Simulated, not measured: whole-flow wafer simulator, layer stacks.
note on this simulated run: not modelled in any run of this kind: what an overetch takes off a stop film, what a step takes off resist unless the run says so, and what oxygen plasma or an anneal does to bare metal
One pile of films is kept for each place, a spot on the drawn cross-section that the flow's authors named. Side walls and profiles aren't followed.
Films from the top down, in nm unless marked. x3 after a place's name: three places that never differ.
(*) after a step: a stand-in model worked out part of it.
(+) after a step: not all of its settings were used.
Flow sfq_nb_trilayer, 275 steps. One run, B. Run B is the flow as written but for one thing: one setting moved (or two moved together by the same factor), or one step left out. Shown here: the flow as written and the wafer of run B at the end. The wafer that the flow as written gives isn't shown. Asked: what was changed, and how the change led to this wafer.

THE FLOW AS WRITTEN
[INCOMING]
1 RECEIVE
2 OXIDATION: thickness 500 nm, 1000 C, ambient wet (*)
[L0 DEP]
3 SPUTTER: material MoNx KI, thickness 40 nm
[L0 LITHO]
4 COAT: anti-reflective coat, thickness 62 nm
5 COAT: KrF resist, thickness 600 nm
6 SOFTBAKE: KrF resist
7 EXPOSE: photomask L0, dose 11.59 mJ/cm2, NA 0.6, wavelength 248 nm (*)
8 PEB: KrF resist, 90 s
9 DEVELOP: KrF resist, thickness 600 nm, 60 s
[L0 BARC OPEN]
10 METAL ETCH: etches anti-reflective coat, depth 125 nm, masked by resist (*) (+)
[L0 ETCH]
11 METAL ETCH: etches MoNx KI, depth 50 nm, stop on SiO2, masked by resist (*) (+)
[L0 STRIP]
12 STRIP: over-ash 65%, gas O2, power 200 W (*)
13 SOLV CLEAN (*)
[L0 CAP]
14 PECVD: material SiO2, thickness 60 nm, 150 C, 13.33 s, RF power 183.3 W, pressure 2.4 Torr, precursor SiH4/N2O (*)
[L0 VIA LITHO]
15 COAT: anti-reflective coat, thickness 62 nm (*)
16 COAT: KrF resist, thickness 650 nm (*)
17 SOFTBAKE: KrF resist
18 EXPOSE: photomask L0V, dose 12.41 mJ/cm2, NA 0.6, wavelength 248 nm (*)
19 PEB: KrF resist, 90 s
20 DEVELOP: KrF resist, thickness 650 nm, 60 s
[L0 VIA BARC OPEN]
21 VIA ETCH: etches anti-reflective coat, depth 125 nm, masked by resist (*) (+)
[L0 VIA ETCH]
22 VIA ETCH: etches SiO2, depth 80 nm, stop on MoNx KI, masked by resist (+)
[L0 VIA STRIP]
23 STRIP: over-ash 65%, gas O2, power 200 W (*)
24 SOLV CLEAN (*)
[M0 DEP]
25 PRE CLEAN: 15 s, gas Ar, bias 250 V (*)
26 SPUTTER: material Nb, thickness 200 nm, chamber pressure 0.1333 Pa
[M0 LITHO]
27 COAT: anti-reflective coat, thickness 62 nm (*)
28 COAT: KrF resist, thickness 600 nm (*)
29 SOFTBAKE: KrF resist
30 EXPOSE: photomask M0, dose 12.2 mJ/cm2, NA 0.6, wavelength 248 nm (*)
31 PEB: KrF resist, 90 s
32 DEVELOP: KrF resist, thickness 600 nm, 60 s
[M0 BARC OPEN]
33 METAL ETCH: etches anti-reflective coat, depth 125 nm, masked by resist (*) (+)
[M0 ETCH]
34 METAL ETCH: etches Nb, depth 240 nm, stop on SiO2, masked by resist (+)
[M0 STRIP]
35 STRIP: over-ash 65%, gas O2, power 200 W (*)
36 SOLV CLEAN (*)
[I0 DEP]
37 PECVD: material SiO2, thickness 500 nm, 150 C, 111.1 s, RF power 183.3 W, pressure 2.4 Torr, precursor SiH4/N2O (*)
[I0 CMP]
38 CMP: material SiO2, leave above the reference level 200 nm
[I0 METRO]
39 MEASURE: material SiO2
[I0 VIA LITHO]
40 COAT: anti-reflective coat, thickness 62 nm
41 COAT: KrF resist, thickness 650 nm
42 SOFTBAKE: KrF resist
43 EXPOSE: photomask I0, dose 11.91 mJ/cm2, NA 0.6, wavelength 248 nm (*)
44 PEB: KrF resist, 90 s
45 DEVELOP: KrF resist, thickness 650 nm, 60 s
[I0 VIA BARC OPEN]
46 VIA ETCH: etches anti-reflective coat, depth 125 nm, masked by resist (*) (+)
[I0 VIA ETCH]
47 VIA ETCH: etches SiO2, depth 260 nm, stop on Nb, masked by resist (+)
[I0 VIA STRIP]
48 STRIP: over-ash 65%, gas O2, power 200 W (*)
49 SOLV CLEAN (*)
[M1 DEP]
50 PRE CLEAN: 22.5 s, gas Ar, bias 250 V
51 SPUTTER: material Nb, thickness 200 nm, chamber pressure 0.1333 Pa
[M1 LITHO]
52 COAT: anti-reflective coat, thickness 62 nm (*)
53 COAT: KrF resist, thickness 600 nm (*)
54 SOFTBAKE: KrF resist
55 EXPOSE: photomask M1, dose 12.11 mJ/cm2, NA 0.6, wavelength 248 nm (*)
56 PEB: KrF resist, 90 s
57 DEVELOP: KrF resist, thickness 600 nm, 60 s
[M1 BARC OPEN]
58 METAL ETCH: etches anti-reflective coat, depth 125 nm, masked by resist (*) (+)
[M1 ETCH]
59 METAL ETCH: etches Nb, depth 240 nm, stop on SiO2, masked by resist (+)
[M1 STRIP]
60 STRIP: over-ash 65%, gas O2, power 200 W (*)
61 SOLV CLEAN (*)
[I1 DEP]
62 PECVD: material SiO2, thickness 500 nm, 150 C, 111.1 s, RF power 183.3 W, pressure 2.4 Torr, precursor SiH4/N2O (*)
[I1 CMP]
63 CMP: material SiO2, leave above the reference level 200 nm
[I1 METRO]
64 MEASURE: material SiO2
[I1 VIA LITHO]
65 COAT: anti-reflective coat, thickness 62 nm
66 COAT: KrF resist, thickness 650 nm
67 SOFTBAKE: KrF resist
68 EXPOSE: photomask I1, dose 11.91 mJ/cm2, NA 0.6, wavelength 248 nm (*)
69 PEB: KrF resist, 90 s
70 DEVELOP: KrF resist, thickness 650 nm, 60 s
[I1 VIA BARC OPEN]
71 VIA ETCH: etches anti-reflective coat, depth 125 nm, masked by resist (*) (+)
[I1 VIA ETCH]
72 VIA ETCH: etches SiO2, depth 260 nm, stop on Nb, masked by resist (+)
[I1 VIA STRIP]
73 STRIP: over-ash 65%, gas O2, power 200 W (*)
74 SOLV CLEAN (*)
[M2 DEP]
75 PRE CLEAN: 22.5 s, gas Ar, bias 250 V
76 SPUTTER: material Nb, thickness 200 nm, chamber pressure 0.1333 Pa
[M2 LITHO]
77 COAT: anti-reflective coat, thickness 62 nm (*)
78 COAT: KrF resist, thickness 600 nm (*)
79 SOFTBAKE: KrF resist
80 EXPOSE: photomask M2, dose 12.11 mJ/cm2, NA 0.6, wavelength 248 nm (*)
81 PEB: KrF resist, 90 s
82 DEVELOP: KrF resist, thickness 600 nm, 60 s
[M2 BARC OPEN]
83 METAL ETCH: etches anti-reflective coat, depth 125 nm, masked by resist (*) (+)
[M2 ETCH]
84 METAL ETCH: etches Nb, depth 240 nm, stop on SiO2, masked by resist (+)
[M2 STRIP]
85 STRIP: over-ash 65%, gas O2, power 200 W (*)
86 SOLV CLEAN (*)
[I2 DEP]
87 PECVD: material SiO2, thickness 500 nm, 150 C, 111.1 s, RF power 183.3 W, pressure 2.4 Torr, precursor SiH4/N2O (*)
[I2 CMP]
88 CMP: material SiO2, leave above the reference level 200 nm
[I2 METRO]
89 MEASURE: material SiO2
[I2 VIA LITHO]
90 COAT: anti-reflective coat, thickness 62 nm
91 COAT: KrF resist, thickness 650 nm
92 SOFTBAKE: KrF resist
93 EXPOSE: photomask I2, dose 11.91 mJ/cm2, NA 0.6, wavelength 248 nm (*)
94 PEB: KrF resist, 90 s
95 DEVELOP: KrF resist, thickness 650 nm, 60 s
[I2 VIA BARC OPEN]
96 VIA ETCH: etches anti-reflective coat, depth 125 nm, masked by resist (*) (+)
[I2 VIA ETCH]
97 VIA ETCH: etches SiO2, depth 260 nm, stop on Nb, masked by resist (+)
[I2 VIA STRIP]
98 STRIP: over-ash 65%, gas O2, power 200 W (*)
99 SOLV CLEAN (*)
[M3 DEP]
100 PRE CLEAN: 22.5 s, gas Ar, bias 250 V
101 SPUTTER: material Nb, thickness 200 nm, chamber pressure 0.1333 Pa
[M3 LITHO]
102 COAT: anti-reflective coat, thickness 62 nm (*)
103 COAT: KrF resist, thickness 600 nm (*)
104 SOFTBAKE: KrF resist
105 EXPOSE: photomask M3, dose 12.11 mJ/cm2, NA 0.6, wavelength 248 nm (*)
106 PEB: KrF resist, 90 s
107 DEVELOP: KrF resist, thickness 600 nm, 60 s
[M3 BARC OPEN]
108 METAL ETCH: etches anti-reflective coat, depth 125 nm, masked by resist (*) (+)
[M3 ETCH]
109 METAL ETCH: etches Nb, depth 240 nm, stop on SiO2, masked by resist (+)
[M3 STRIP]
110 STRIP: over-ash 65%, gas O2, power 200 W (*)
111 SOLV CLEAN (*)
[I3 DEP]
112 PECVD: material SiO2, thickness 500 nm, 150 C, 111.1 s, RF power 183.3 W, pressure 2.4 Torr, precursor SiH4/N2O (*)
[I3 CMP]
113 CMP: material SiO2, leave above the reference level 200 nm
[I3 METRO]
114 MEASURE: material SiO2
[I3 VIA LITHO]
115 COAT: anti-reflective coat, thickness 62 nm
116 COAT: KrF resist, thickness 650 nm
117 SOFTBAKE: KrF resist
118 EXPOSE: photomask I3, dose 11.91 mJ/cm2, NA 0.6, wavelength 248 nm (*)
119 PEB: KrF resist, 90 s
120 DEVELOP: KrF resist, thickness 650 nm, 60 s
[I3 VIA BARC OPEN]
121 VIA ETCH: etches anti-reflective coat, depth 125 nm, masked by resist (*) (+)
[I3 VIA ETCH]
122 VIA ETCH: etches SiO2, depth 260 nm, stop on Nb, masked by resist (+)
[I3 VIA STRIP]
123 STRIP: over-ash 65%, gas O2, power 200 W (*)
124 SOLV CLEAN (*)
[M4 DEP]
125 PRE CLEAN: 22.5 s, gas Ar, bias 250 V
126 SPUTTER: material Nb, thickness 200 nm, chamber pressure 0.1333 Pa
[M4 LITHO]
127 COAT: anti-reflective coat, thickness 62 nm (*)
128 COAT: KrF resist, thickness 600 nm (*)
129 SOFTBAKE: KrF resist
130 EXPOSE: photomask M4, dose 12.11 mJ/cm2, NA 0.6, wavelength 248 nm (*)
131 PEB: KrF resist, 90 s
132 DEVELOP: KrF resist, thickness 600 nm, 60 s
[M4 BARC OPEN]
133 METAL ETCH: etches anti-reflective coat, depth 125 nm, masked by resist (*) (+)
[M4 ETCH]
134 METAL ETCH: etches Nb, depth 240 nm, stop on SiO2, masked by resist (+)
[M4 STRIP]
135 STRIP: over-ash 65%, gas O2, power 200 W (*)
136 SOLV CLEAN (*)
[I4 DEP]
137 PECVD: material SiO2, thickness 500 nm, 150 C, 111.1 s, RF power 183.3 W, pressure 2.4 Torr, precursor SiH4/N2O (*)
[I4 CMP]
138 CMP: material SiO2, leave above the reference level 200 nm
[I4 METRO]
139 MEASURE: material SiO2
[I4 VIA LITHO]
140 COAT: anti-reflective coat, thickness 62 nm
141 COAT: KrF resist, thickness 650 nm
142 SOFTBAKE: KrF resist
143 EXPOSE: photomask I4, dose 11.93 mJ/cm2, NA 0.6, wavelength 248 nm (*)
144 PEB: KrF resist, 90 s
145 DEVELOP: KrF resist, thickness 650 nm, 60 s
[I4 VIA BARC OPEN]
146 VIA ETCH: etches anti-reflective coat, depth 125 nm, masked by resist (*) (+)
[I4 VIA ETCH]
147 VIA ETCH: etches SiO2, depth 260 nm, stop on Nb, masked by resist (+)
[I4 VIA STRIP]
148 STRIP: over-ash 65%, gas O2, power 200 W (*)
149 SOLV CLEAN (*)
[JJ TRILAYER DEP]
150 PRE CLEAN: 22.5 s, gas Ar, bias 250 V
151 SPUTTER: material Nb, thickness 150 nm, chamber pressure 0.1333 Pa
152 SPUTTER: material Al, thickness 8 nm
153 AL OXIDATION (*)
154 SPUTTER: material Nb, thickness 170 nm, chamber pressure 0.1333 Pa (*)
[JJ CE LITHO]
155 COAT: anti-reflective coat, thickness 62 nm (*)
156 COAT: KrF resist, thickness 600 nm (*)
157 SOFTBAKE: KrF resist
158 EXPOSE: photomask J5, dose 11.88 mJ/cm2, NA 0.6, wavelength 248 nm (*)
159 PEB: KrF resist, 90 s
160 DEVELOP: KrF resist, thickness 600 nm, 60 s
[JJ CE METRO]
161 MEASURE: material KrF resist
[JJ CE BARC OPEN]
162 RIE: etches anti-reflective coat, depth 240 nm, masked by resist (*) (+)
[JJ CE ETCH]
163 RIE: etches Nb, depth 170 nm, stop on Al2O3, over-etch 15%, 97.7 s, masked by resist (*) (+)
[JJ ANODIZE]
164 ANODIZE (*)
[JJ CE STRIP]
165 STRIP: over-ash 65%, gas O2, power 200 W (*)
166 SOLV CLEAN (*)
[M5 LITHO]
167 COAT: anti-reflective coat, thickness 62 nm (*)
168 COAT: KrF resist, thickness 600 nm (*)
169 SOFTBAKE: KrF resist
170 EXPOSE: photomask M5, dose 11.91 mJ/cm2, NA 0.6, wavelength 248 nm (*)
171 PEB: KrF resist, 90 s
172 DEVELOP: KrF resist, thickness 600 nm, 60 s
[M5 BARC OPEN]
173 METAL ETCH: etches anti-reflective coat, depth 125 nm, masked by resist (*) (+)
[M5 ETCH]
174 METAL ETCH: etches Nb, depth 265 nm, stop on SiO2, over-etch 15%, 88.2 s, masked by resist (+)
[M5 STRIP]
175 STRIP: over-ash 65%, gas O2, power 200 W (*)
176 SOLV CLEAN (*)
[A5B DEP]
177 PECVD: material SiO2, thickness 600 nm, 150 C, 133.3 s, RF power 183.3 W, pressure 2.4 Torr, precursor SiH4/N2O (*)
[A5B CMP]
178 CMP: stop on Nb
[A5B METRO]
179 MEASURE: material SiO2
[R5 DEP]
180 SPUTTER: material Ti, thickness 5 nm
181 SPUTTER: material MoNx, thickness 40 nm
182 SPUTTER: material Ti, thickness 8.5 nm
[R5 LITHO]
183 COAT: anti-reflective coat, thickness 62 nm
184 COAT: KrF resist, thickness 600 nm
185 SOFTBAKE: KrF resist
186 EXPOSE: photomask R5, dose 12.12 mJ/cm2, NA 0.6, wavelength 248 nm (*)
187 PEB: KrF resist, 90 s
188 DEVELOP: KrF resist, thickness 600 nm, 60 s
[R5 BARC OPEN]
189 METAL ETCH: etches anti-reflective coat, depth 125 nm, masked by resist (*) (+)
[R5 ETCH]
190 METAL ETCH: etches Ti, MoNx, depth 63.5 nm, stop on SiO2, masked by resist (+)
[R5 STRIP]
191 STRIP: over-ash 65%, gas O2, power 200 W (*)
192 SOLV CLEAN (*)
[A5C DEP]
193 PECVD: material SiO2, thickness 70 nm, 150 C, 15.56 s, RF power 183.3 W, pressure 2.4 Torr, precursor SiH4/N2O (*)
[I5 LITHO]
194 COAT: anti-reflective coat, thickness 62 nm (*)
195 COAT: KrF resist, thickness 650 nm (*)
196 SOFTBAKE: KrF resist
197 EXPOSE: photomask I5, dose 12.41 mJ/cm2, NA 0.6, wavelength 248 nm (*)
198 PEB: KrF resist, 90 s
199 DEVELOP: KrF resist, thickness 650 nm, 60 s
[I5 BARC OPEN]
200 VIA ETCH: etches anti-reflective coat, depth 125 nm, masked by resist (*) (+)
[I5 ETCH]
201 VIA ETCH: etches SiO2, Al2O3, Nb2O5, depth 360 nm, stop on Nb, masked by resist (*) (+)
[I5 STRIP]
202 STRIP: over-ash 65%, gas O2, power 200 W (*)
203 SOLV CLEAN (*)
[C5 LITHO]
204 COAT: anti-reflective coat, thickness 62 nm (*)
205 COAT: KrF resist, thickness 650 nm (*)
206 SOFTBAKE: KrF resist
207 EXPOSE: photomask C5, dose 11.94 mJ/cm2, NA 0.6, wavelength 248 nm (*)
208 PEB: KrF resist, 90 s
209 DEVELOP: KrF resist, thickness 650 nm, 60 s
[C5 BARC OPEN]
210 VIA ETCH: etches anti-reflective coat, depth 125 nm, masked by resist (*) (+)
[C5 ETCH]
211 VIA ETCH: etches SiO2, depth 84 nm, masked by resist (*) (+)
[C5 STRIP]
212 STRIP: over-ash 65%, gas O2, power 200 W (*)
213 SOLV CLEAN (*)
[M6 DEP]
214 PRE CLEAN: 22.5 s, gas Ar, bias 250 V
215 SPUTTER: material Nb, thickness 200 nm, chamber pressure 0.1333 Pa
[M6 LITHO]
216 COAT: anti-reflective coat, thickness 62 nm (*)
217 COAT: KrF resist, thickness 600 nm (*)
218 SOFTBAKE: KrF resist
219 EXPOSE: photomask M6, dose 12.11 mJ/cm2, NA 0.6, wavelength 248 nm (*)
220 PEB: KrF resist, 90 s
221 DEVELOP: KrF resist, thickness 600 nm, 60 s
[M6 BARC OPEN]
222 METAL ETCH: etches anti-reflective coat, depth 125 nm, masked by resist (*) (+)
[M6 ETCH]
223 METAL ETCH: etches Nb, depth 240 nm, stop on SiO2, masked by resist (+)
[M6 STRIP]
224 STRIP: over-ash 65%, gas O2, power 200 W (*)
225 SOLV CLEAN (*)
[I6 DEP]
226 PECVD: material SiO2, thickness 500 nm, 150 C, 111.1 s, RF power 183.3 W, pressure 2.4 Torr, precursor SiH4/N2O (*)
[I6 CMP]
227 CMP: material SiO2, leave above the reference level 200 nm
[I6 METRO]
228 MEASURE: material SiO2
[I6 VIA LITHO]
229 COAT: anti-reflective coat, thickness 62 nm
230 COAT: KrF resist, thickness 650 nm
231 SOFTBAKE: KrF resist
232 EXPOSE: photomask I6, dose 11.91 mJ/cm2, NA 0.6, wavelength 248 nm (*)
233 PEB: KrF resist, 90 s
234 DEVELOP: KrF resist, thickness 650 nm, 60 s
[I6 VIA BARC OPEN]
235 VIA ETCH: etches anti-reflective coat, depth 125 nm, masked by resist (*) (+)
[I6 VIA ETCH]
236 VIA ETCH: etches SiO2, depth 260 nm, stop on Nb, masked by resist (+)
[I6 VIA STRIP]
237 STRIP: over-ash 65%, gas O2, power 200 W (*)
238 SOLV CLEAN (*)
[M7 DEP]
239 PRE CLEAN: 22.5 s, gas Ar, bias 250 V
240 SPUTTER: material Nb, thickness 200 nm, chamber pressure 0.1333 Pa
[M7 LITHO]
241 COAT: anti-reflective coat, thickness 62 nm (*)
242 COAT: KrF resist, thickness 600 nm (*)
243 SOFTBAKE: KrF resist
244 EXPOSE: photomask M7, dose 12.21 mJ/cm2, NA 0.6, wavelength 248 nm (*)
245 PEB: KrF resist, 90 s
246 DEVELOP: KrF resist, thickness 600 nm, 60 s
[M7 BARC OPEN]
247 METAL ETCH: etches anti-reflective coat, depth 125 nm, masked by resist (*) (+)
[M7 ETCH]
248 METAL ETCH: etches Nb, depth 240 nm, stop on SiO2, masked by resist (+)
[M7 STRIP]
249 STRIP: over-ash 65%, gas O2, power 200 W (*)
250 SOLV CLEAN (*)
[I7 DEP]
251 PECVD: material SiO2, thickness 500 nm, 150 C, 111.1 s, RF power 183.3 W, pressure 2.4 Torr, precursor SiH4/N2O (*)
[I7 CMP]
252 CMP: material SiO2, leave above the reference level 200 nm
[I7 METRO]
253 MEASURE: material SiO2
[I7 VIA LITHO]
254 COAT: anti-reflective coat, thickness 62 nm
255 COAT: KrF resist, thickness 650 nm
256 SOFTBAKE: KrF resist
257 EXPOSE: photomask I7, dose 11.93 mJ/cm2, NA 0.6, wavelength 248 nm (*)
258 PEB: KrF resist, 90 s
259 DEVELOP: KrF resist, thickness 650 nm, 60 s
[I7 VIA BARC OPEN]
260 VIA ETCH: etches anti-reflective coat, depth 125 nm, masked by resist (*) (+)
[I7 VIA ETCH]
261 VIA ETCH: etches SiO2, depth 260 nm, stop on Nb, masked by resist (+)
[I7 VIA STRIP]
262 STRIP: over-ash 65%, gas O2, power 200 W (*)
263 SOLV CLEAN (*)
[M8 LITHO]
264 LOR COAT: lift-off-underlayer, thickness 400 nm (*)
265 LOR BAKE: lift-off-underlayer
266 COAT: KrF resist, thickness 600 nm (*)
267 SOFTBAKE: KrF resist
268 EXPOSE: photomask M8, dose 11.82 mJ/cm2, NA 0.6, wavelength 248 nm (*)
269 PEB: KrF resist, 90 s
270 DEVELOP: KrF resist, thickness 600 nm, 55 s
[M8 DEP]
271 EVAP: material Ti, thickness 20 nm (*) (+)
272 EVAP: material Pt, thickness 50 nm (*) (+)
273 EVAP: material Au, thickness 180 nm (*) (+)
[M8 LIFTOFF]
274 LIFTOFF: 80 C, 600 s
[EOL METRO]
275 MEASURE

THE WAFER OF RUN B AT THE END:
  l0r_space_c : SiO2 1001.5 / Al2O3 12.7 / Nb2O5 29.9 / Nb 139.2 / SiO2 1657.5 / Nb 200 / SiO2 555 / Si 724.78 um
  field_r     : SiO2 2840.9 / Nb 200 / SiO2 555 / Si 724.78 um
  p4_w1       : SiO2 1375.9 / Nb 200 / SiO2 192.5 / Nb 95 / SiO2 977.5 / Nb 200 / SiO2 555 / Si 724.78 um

The cause: step 101, SPUTTER: thickness 95 nm was run, where the flow has thickness 200 nm.
It can be read off the wafer: p4_w1 has Nb 95, and step 101 as written asks for 200 nm.

How the change led to this, step by step:
  101 SPUTTER: material Nb, thickness 200 nm, chamber pressure 0.1333 Pa
      field_l, v_sur, via_wl and 102 more: Nb +95 (new film) (as written it would be: Nb +200 (new film))
      via_w: Nb +78.3 (as written it would be: Nb +165.5)
  102 COAT: anti-reflective coat, thickness 62 nm (*)
      via_wl, via_wr: anti-reflective coat +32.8 (new film) (as written it would be: anti-reflective coat +34.2 (new film))
      via_w: anti-reflective coat +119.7 (new film) (as written it would be: anti-reflective coat +124.8 (new film))
  109 METAL ETCH: etches Nb, depth 240 nm, stop on SiO2, masked by resist (+)
      field_l, be, be_sur and 72 more: Nb -95 (all of it) (as written it would be: Nb -200 (all of it))
      v_sur, via_wl, via_w and 28 more: KrF resist -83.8 (as written it would be: KrF resist -141.2)
  110 STRIP: over-ash 65%, gas O2, power 200 W (*)
      p4_w1, p4_w2, p4_w3 and 21 more: KrF resist -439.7 (all of it), anti-reflective coat -62 (all of it) (as written it would be: KrF resist -382.4 (all of it), anti-reflective coat -62 (all of it))
      via_wl, via_wr: KrF resist -445.3 (all of it), anti-reflective coat -32.8 (all of it) (as written it would be: KrF resist -384.2 (all of it), anti-reflective coat -34.2 (all of it))
      (and at 5 more places)
  112 PECVD: material SiO2, thickness 500 nm, 150 C, 111.1 s, RF power 183.3 W, pressure 2.4 Torr, precursor SiH4/N2O (*)
      p4_g1, p4_g2, p3_s0, p3_s1, p3_s2, p3_s3, p3_s4, p3_s5: SiO2 +500 (as written it would be: SiO2 +557.1)
      via_w: SiO2 +585.7 (new film) (as written it would be: SiO2 +615 (new film))
  113 CMP: material SiO2, leave above the reference level 200 nm
      field_l, be, be_sur and 64 more: SiO2 -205 (as written it would be: SiO2 -100)
      p4_g1, p4_g2, p3_s0, p3_s1, p3_s2, p3_s3, p3_s4, p3_s5: SiO2 -205 (as written it would be: SiO2 -157.1)
      (and at 1 more place)
